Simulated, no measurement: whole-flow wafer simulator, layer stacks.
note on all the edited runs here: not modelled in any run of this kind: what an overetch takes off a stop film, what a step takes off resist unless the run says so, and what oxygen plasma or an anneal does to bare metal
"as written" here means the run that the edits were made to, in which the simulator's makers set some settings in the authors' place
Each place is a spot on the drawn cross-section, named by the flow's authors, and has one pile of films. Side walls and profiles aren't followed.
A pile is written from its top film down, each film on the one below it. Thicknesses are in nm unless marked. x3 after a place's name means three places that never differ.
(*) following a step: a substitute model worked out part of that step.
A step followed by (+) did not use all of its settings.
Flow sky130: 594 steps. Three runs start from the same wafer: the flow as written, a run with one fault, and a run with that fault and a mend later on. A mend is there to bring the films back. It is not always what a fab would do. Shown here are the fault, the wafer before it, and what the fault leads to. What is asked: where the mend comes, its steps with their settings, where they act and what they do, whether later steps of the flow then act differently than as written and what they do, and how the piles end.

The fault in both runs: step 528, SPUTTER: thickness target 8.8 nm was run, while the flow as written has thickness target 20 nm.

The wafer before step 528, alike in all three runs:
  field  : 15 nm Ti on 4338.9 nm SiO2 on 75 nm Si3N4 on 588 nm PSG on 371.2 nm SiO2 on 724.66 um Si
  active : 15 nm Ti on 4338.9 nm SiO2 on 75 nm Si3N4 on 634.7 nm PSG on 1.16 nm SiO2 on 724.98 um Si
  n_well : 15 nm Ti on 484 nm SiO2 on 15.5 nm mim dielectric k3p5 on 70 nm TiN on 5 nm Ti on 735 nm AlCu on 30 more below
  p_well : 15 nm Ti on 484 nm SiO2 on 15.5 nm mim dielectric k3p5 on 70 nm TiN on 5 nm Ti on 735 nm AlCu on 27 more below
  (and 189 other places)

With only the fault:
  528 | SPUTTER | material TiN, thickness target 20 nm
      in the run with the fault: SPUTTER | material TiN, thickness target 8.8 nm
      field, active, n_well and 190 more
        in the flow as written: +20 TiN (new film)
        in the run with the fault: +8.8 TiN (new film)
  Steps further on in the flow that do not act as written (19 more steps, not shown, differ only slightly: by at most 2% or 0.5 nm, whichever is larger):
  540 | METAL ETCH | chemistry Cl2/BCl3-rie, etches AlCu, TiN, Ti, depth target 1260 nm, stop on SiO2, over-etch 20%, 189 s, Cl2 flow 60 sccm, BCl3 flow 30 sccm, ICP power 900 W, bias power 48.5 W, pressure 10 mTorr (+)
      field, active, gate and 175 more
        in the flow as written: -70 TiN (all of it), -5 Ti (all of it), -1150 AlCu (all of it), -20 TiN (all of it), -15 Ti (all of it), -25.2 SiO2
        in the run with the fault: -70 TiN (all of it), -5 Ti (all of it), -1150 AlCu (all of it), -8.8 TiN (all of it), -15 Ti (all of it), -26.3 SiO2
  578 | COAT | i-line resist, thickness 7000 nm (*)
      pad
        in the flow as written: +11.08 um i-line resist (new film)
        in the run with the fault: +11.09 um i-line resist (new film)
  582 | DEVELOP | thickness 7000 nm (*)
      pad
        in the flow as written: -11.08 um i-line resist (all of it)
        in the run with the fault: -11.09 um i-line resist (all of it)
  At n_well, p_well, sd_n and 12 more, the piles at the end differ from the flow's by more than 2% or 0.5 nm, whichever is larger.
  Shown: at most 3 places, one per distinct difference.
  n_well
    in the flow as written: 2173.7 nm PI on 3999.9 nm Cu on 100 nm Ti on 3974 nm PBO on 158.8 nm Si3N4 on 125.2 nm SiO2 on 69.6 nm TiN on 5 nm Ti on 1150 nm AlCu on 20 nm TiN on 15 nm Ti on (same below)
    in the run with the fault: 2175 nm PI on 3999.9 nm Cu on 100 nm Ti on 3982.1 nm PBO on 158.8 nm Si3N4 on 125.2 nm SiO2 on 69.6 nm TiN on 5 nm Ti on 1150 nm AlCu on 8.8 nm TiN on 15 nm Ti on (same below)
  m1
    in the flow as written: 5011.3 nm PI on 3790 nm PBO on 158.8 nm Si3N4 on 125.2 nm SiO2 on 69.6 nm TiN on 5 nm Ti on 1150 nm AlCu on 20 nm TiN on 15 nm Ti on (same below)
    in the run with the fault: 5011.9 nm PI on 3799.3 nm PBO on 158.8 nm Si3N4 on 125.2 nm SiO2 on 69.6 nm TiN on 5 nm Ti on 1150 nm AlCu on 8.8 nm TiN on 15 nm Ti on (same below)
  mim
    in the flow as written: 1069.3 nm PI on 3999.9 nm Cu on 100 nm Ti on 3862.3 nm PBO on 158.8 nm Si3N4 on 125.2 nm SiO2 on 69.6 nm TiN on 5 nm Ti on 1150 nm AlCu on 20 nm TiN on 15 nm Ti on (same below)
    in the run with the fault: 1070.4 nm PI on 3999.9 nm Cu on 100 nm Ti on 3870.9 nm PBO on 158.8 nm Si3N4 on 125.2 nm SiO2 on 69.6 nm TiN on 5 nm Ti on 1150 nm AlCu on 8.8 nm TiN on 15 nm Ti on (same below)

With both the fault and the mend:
  The mend stands after step 528.
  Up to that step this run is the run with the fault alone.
  528a | SPUTTER | material TiN, thickness target 11.2 nm (a further turn of the flow's step 528, with different settings)
      field, active, n_well and 190 more
        +11.2 TiN
  Later steps of the flow that are run all act as written at every place that is followed.
  By the end, the piles equal the flow's at every place that both follow.
